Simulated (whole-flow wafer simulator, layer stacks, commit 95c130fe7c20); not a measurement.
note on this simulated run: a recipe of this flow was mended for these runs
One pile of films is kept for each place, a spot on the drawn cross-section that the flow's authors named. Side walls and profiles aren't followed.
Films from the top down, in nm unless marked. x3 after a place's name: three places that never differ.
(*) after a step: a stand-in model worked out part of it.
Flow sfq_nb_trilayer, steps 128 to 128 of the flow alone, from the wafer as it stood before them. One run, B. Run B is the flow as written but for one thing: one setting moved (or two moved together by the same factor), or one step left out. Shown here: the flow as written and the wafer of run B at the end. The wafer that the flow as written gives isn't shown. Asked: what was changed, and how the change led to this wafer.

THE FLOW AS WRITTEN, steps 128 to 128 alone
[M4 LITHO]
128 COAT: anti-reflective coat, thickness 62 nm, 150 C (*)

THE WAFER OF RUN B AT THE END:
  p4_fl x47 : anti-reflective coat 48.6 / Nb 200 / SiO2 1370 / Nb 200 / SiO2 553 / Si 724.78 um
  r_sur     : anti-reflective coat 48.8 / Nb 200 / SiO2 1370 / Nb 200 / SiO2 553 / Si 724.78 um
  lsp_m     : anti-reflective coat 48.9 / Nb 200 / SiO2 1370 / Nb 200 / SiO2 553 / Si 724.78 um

The cause: step 128, COAT: thickness 48.6 nm was run, where the flow has thickness 62 nm.
It can be read off the wafer: p4_fl x47 has anti-reflective coat 48.6, and step 128 as written asks for 62 nm.

How the change led to this, step by step:
  128 COAT: anti-reflective coat, thickness 62 nm, 150 C (*)
      p4_fl x47, p4_w1 x9, wl_j_sl x15, wl_d_m1, l0r_line_l x3, m0r_space_l x2: anti-reflective coat +48.6 (new film) (as written it would be: anti-reflective coat +62 (new film))
      r_sur, res, r_end, moat, field_r: anti-reflective coat +48.8 (new film) (as written it would be: anti-reflective coat +62.2 (new film))
      (and at 24 more places)
